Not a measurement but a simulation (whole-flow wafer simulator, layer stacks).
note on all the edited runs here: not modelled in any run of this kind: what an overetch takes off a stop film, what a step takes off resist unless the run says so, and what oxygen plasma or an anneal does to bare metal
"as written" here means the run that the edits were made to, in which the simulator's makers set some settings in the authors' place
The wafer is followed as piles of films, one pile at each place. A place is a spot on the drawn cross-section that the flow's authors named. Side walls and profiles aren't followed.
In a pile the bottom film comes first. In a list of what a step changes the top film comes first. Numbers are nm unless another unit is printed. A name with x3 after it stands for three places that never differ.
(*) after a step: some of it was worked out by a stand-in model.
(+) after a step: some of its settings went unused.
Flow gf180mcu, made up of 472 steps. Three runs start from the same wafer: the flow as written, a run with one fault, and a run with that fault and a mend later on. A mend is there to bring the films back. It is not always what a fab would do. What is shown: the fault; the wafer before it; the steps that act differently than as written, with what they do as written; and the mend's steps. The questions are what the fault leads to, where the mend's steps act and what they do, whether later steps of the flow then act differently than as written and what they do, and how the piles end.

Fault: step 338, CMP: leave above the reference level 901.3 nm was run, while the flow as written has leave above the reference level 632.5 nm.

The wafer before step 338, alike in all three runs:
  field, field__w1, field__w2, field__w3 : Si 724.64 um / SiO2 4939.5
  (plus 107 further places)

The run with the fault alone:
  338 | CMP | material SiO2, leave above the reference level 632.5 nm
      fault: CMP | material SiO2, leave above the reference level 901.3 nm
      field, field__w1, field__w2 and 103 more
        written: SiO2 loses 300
        fault: SiO2 loses 31.2
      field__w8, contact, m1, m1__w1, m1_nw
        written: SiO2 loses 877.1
        fault: SiO2 loses 608.3
  Later steps of the flow acting differently than as written:
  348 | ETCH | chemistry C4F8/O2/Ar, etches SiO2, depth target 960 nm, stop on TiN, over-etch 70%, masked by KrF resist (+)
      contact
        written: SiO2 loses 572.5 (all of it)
        fault: SiO2 loses 841.3 (all of it)
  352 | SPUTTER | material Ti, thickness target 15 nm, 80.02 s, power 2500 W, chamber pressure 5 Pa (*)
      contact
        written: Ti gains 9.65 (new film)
        fault: Ti gains 8.26 (new film)
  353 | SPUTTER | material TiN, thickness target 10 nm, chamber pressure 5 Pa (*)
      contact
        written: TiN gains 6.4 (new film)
        fault: TiN gains 5.47 (new film)
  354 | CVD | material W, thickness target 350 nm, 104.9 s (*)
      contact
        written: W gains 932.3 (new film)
        fault: W gains 1203.4 (new film)
  The piles end different from the flow's at field, field__w1, field__w2 and 109 more by more than 2% or 0.5 nm, whichever is larger.
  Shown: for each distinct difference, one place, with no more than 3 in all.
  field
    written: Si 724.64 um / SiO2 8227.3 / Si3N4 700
    fault: Si 724.64 um / SiO2 8496.1 / Si3N4 700
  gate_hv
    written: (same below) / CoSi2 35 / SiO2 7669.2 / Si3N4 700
    fault: (same below) / CoSi2 35 / SiO2 7938 / Si3N4 700
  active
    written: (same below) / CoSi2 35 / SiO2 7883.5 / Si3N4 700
    fault: (same below) / CoSi2 35 / SiO2 8152.3 / Si3N4 700

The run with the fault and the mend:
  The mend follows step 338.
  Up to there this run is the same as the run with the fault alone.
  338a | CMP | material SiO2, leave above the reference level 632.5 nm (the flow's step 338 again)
      field, field__w1, field__w2 and 108 more
        SiO2 loses 268.8
  Every later step of the flow that is run acts as written at every place that is followed.
  At every place that both follow, the piles at the end match the flow's.
